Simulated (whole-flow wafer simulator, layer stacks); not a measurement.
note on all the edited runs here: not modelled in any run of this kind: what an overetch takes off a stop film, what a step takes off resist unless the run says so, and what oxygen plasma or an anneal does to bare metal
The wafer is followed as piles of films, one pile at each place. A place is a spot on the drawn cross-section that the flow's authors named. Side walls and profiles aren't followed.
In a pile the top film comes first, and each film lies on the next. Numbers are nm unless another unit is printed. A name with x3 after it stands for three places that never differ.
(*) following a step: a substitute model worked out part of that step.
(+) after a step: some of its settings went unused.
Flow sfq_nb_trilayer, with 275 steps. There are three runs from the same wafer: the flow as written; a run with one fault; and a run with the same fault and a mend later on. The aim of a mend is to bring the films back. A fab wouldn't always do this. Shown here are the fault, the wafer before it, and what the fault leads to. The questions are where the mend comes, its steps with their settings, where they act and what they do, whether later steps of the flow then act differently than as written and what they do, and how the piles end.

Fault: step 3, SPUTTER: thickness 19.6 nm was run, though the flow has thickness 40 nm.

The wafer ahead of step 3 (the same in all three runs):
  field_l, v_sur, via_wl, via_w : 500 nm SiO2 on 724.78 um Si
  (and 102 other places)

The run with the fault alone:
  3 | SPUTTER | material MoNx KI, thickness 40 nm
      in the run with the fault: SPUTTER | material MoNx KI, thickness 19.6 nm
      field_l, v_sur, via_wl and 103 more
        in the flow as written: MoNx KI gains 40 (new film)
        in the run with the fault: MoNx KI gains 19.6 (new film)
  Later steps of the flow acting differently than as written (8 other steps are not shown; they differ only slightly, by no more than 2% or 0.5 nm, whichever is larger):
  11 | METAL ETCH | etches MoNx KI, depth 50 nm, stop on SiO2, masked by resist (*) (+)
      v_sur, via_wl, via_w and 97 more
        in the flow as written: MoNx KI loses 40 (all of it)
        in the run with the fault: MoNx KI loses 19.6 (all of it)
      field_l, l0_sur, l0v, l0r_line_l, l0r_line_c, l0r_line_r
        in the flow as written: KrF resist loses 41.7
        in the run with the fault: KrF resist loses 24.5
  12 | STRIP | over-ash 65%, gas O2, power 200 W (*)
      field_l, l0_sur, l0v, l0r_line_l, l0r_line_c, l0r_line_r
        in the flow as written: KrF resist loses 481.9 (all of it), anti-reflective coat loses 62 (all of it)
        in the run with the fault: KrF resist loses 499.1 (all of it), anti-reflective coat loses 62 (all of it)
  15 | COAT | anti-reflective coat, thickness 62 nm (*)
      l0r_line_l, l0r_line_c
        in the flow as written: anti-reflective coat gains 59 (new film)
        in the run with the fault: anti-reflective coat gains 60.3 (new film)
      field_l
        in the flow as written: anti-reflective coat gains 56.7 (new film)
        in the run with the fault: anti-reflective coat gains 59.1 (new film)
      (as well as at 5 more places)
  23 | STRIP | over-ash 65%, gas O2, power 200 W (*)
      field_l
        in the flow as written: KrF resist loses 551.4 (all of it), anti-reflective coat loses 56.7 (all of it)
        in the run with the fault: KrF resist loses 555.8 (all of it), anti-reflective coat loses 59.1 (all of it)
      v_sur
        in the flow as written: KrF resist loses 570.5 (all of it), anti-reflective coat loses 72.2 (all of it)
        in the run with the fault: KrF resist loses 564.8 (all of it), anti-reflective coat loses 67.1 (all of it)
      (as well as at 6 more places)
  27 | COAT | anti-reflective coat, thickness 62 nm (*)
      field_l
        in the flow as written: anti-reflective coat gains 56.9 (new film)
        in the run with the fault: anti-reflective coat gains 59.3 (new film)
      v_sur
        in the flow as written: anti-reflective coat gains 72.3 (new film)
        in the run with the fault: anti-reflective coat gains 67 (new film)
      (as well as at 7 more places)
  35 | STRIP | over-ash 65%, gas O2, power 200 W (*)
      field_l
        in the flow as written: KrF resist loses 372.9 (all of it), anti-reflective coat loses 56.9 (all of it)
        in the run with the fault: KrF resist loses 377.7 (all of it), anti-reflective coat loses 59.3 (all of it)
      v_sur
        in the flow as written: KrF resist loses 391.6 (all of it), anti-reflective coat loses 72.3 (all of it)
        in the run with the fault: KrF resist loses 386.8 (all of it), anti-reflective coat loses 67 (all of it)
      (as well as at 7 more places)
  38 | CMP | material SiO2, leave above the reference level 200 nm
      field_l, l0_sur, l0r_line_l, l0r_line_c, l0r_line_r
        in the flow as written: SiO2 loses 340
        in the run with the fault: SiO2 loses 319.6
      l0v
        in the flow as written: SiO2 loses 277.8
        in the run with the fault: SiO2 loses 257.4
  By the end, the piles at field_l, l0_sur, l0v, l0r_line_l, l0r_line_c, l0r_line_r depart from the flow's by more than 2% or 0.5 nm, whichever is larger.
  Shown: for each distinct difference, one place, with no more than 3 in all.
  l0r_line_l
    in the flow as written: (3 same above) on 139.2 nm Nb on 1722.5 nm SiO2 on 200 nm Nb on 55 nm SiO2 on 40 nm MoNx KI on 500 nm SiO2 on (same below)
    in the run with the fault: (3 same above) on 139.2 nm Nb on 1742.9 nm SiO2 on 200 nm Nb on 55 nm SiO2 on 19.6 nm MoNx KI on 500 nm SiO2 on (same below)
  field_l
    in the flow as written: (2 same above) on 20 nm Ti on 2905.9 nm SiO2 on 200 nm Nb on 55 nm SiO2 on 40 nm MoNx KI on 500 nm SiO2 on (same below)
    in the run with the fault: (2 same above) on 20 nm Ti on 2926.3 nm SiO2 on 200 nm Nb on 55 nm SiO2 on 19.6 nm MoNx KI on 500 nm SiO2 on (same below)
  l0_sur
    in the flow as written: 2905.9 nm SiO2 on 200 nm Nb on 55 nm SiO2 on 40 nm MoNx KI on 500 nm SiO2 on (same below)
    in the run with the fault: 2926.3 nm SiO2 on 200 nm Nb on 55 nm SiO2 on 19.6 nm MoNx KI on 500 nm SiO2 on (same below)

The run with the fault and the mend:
  The mend follows step 3.
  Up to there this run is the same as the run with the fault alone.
  3a | SPUTTER | material MoNx KI, thickness 20.4 nm (the flow's step 3, run once more with other settings)
      field_l, v_sur, via_wl and 103 more
        MoNx KI gains 20.4
  None of the later steps of the flow acts differently than as written at any place that is followed.
  At every place that both follow, the piles at the end match the flow's.
